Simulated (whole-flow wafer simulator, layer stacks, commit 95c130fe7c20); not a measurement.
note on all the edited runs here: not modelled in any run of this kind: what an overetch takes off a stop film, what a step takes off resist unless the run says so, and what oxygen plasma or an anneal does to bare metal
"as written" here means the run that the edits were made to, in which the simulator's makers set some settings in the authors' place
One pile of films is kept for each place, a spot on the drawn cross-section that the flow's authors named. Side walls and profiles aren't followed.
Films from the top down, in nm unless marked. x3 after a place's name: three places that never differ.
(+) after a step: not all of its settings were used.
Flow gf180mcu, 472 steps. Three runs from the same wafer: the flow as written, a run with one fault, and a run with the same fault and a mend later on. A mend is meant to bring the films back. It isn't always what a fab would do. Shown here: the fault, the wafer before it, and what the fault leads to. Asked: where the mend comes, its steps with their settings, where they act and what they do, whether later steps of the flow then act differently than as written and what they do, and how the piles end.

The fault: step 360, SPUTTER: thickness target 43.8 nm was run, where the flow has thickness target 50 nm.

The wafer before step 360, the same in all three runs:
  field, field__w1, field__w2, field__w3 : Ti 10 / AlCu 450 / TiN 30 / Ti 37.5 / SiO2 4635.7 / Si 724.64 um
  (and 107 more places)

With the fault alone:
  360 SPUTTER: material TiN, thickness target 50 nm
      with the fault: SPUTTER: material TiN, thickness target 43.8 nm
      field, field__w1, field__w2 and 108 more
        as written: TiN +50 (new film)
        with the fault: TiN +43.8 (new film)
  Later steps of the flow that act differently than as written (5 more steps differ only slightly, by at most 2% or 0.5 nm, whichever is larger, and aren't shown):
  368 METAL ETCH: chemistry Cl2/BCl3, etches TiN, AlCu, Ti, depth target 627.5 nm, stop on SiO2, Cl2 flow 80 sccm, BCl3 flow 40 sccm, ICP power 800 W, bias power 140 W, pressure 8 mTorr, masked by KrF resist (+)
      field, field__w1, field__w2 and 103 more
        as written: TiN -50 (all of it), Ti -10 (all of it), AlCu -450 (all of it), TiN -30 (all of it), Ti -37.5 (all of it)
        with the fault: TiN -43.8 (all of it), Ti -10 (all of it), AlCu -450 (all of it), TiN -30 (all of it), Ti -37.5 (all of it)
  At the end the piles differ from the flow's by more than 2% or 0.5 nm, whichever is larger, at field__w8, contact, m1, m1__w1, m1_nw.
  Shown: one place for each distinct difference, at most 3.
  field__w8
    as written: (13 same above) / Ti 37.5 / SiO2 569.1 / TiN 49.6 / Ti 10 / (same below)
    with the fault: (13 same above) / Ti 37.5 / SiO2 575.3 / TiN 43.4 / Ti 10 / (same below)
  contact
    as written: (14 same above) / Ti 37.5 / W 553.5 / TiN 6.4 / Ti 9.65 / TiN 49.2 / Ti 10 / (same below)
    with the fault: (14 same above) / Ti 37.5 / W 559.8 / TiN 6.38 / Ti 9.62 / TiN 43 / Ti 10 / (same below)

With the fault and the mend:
  The mend comes after step 360.
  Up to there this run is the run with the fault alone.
  360a SPUTTER: material TiN, thickness target 6.2 nm (the flow's step 360 once more, with other settings)
      field, field__w1, field__w2 and 108 more
        TiN +6.2
  No later step of the flow acts differently than as written at any place that is followed.
  At the end the piles are the same as the flow's at every place that both follow.
